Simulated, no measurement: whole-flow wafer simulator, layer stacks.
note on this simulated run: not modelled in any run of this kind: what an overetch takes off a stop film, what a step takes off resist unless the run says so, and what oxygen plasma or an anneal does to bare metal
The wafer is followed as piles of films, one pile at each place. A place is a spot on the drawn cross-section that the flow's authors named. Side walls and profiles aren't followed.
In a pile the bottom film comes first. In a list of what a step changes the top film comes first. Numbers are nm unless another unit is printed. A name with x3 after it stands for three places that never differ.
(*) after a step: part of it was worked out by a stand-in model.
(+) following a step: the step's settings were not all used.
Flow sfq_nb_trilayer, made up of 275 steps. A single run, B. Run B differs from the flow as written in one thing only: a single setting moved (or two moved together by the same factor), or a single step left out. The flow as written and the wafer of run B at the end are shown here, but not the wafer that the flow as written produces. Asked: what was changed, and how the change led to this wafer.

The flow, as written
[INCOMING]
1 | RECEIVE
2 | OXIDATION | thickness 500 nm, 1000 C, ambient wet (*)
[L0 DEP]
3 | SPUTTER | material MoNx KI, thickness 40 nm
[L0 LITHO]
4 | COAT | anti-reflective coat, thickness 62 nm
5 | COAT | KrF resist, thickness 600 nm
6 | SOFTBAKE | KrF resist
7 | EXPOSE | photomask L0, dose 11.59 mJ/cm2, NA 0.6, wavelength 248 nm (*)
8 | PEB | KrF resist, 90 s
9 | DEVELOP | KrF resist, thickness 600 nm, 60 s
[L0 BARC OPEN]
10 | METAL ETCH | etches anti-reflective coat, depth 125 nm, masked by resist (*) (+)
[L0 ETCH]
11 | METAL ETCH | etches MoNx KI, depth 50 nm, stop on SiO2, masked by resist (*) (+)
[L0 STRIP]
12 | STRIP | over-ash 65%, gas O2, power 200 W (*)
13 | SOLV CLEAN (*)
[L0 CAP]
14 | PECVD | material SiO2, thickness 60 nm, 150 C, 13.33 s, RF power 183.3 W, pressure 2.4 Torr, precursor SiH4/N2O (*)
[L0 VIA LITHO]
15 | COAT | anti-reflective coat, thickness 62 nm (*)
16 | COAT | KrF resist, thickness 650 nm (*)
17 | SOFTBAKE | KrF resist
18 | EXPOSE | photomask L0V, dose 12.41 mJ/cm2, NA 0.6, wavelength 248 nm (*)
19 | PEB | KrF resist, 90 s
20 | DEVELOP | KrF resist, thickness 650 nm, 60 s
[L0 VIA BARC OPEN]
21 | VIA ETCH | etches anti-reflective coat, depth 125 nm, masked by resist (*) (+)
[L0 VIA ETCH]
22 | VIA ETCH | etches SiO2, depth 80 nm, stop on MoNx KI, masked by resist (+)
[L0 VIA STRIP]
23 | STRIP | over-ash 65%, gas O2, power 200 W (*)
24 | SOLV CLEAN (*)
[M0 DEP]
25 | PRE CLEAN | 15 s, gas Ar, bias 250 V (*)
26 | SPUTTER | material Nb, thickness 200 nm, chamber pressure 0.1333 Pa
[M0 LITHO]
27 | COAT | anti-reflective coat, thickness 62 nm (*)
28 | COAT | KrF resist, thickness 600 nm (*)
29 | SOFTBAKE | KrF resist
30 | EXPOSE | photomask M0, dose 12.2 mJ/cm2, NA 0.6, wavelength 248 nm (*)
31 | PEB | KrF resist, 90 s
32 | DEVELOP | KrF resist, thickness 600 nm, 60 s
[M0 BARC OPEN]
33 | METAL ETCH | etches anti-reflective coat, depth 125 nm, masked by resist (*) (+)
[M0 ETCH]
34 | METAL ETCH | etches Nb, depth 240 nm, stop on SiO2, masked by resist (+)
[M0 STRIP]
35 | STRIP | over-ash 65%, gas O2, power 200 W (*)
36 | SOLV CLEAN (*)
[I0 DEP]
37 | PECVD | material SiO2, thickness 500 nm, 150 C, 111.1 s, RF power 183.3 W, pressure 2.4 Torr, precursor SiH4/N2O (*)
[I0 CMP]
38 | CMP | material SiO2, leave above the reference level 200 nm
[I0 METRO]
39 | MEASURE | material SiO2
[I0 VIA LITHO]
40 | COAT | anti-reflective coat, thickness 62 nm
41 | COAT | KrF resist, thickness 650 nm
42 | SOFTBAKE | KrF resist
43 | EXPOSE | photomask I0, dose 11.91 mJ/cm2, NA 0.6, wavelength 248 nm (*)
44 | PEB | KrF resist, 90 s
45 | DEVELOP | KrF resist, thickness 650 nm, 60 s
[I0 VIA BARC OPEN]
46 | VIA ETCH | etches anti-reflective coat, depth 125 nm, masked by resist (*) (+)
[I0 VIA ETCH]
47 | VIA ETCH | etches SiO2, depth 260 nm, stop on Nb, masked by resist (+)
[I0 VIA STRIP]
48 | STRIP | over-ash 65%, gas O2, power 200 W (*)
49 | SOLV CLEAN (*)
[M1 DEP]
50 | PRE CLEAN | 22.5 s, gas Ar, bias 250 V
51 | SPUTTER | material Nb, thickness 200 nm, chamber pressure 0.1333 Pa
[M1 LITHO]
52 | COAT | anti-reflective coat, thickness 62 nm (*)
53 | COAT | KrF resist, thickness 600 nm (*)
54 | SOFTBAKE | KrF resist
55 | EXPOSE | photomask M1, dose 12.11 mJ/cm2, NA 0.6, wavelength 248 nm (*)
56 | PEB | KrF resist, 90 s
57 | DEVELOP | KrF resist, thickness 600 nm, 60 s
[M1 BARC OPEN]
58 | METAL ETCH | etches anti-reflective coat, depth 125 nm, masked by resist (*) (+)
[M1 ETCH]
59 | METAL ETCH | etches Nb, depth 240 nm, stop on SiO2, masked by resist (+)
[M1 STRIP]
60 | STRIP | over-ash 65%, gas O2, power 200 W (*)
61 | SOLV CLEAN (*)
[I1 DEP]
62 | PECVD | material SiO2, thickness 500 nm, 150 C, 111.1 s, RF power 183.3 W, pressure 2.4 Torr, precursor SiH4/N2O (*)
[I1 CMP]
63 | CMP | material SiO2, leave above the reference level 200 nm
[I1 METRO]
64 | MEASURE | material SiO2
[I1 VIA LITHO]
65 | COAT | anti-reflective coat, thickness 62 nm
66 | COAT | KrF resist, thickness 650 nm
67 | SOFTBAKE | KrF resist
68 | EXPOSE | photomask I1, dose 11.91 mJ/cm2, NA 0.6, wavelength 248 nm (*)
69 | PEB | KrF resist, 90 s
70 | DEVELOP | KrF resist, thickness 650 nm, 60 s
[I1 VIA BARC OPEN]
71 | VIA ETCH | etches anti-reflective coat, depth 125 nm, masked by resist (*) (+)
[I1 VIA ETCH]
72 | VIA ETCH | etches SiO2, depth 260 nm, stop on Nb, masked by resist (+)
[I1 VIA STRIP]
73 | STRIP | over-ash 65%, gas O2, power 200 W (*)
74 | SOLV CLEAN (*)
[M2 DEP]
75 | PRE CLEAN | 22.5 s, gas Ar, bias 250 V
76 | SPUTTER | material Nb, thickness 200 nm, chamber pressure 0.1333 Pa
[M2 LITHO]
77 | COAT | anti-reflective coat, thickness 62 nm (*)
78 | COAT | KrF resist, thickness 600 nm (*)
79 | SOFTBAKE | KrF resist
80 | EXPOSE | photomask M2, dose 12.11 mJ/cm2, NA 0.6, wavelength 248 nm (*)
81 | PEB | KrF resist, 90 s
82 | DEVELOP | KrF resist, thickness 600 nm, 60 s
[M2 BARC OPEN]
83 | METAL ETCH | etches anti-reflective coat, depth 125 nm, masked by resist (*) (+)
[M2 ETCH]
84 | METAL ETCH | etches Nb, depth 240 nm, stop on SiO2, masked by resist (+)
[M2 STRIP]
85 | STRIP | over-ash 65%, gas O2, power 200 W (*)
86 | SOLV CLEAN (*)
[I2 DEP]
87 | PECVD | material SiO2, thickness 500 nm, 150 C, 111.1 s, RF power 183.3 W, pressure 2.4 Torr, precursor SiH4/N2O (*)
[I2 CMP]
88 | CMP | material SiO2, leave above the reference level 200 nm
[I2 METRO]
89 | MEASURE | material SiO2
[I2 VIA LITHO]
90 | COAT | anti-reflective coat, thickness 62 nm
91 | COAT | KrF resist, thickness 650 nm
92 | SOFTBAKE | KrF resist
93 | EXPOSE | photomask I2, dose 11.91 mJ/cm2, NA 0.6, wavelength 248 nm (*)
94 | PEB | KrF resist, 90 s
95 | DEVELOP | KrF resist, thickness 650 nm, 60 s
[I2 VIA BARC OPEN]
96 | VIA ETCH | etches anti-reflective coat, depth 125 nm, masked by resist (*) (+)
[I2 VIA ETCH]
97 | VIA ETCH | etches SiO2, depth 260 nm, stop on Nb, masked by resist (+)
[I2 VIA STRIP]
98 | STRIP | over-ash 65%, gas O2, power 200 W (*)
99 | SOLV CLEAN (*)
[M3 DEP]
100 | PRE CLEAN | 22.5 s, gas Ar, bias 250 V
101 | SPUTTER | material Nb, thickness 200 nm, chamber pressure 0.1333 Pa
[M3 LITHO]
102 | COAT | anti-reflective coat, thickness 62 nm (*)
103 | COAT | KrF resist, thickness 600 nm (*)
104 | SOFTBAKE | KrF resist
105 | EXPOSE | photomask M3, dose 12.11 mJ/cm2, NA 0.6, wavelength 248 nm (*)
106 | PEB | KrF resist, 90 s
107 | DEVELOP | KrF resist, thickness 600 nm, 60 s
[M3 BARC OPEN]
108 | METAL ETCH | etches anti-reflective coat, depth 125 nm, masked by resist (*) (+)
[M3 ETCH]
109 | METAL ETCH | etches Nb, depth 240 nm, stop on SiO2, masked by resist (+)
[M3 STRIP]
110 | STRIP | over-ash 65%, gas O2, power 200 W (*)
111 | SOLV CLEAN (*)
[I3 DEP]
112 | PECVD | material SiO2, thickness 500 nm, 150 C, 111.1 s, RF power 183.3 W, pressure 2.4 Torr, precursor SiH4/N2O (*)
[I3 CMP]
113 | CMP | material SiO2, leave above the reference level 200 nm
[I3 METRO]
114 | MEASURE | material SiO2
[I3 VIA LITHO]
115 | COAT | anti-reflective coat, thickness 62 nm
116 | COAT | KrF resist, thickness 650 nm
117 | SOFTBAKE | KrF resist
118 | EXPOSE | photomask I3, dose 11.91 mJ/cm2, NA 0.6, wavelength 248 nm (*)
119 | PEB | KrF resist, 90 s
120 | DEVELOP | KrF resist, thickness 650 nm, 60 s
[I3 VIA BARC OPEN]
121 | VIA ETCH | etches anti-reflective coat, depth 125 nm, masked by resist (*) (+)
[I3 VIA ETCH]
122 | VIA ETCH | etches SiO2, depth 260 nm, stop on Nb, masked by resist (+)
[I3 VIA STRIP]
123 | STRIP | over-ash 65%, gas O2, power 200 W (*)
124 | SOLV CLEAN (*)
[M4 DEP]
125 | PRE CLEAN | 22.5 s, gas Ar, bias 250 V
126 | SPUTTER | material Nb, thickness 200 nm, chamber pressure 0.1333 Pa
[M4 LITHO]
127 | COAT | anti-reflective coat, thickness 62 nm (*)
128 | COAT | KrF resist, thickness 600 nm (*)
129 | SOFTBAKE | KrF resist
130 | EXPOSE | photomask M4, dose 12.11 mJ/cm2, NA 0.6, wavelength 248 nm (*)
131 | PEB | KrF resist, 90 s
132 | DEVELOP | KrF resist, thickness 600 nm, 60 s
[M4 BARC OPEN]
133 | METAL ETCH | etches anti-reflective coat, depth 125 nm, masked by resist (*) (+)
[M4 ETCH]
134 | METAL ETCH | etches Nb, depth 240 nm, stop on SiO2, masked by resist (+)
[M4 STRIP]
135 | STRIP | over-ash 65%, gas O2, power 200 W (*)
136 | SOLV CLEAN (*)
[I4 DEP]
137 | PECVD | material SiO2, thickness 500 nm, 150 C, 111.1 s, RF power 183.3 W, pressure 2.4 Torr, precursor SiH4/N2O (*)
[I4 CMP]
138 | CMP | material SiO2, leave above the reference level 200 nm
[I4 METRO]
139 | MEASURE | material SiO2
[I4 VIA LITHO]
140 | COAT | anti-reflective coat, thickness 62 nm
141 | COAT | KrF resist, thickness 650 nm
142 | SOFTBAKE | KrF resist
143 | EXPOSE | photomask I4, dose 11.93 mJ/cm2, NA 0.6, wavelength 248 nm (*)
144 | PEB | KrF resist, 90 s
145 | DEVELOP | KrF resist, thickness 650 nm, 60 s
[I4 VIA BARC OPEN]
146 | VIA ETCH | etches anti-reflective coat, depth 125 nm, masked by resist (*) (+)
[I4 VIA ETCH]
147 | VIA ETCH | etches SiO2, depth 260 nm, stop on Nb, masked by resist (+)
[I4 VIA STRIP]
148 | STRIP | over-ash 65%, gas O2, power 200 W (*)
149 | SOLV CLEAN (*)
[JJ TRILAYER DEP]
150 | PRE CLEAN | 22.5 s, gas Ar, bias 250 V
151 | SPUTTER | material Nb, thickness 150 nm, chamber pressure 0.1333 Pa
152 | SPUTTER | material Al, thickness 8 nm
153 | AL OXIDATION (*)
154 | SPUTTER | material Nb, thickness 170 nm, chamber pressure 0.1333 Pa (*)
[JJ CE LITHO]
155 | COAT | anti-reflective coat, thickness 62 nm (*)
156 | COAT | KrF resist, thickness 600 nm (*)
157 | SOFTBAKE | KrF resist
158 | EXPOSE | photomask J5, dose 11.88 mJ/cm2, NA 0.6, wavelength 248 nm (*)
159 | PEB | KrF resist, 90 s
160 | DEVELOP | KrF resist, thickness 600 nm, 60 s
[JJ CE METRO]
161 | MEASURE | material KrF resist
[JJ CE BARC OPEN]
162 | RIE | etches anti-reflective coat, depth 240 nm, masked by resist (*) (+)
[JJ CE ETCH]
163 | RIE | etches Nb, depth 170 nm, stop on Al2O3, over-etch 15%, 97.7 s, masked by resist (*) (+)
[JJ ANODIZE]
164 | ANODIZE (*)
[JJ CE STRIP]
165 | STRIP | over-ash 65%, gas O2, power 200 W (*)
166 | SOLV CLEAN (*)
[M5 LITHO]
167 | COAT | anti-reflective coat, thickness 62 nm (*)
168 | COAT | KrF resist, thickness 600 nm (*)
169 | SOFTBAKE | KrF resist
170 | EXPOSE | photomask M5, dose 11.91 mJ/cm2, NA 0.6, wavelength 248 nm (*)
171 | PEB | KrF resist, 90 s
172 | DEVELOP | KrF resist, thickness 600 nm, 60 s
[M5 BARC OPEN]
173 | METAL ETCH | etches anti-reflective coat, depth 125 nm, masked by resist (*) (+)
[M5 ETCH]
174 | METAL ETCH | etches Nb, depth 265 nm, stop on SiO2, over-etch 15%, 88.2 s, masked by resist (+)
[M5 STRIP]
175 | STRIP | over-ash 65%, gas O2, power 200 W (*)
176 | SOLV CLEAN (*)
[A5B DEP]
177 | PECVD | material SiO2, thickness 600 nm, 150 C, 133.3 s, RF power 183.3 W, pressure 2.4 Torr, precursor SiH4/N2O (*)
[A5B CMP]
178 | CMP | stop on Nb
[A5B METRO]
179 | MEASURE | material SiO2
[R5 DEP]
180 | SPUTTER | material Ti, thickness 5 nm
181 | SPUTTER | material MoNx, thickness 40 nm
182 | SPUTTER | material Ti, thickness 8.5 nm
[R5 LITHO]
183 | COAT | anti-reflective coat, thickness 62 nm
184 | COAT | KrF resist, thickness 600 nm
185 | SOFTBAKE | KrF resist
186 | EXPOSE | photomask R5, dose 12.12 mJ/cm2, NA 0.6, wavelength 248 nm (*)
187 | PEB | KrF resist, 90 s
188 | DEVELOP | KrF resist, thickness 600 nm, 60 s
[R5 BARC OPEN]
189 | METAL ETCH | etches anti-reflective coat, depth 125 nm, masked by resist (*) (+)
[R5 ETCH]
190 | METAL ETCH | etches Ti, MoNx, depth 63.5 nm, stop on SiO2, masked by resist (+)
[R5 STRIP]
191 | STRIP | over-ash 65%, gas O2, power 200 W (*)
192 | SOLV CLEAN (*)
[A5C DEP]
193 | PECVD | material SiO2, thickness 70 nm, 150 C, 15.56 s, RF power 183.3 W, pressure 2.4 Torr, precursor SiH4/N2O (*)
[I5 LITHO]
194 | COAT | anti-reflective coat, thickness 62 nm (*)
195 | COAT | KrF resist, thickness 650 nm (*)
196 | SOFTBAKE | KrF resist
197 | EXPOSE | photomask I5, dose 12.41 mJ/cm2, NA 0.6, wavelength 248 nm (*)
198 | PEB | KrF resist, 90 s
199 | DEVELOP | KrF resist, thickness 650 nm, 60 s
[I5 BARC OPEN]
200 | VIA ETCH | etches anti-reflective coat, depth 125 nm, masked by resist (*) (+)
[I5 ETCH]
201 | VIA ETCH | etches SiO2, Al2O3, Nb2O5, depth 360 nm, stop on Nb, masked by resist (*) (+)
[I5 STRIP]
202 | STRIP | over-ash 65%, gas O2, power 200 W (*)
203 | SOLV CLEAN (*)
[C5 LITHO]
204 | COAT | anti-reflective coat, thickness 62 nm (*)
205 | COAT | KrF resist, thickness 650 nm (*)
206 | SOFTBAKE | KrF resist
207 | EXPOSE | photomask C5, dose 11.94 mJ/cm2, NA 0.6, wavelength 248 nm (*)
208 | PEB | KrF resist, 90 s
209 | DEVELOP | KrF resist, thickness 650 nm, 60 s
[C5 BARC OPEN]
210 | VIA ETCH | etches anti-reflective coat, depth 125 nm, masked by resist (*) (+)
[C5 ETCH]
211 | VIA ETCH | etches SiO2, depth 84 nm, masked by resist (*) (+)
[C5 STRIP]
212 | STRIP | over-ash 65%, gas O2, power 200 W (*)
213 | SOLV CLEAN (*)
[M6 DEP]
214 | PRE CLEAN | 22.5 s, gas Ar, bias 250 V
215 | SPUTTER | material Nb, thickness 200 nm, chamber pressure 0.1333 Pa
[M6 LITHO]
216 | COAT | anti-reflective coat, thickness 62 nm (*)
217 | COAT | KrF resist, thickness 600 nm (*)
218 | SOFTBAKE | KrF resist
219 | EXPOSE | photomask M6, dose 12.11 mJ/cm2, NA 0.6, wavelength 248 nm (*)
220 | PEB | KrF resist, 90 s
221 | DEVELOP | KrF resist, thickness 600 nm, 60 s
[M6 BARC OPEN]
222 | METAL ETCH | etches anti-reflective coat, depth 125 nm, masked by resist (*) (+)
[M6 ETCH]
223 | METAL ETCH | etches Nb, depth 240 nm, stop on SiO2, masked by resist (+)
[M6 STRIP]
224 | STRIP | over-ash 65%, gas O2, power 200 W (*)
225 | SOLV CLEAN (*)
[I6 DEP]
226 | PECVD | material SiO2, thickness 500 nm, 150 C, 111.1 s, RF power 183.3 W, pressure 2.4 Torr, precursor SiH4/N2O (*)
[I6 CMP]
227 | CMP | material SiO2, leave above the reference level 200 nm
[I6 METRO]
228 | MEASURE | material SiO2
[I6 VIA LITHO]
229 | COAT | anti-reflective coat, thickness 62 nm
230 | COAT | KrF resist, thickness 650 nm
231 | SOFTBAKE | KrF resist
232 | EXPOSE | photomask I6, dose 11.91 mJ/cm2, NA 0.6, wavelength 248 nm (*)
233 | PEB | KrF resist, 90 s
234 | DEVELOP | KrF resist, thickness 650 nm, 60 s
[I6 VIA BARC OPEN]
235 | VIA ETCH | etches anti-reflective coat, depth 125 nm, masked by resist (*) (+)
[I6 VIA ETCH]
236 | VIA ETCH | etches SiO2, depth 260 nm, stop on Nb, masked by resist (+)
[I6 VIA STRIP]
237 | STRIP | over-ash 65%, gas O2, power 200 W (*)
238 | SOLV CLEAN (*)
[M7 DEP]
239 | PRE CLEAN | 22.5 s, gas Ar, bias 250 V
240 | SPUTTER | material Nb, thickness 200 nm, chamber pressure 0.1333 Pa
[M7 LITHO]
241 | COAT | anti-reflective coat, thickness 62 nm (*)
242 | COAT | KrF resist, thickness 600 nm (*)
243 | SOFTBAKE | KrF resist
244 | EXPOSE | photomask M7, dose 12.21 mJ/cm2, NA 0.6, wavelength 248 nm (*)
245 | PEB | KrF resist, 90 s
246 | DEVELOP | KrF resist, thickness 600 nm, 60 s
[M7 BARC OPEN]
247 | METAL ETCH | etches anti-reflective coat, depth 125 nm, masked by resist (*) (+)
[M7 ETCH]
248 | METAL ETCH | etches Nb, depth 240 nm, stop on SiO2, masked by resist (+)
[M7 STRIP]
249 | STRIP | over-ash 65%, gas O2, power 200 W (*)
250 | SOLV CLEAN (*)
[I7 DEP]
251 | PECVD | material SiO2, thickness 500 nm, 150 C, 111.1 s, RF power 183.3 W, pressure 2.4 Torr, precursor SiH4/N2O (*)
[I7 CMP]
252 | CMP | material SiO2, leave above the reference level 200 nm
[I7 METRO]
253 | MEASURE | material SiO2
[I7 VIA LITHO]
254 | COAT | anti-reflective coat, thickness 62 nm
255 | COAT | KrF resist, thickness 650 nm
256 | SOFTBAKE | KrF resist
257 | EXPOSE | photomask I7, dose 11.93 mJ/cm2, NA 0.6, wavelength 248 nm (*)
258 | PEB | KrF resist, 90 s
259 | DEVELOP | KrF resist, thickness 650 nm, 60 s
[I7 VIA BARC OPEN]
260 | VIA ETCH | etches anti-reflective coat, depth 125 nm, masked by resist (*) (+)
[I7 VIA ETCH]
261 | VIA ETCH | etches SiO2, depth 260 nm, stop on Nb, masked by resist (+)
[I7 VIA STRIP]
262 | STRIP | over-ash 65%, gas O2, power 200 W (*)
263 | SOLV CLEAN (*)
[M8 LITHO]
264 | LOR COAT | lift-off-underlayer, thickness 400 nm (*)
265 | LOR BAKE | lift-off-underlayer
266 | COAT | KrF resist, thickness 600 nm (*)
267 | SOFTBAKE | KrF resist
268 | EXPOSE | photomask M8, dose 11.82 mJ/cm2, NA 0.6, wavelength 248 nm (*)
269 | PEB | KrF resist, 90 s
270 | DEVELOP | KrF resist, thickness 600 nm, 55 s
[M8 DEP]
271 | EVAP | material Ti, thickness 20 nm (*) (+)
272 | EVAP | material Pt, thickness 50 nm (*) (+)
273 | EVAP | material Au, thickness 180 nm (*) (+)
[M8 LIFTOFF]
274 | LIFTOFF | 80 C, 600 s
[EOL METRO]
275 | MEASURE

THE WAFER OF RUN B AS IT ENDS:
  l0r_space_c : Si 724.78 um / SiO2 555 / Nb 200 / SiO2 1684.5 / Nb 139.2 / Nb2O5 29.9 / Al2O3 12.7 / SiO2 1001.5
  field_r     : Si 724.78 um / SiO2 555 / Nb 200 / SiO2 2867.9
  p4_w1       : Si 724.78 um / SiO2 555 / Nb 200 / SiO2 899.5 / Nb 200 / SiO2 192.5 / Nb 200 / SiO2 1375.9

What caused this: step 38, CMP: leave above the reference level 122 nm was run, though the flow has leave above the reference level 200 nm.

The path from the change to this, step by step:
  38 | CMP | material SiO2, leave above the reference level 200 nm
      v_sur, via_wl, via_w and 94 more: -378 SiO2 (as written it would have been: -300 SiO2)
      field_l, l0_sur, l0r_line_l, l0r_line_c, l0r_line_r: -418 SiO2 (as written it would have been: -340 SiO2)
      (and at 4 other places as well)
  47 | VIA ETCH | etches SiO2, depth 260 nm, stop on Nb, masked by resist (+)
      field_l, v_sur, via_wl and 102 more: -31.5 KrF resist (as written it would have been: -44.8 KrF resist)
      via_w: -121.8 SiO2 (all of it) (as written it would have been: -199.8 SiO2 (all of it))
  48 | STRIP | over-ash 65%, gas O2, power 200 W (*)
      field_l, v_sur, via_wl and 102 more: -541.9 KrF resist (all of it), -62 anti-reflective coat (all of it) (as written it would have been: -528.6 KrF resist (all of it), -62 anti-reflective coat (all of it))
  51 | SPUTTER | material Nb, thickness 200 nm, chamber pressure 0.1333 Pa
      via_w: +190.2 Nb (as written it would have been: +174.5 Nb)
  52 | COAT | anti-reflective coat, thickness 62 nm (*)
      via_wl: +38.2 anti-reflective coat (new film) (as written it would have been: +33.8 anti-reflective coat (new film))
      via_w: +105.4 anti-reflective coat (new film) (as written it would have been: +123.1 anti-reflective coat (new film))
      (and at 1 other place as well)
  53 | COAT | KrF resist, thickness 600 nm (*)
      via_w: +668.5 KrF resist (new film) (as written it would have been: +731.8 KrF resist (new film))
  60 | STRIP | over-ash 65%, gas O2, power 200 W (*)
      via_wl: -391 KrF resist (all of it), -38.2 anti-reflective coat (all of it) (as written it would have been: -385.5 KrF resist (all of it), -33.8 anti-reflective coat (all of it))
      via_w: -450.8 KrF resist (all of it), -105.4 anti-reflective coat (all of it) (as written it would have been: -513.8 KrF resist (all of it), -123.1 anti-reflective coat (all of it))
      (and at 1 other place as well)
  62 | PECVD | material SiO2, thickness 500 nm, 150 C, 111.1 s, RF power 183.3 W, pressure 2.4 Torr, precursor SiH4/N2O (*)
      via_w: +500 SiO2 (new film) (as written it would have been: +606 SiO2 (new film))
  63 | CMP | material SiO2, leave above the reference level 200 nm
      via_w: -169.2 SiO2 (as written it would have been: -181.6 SiO2)
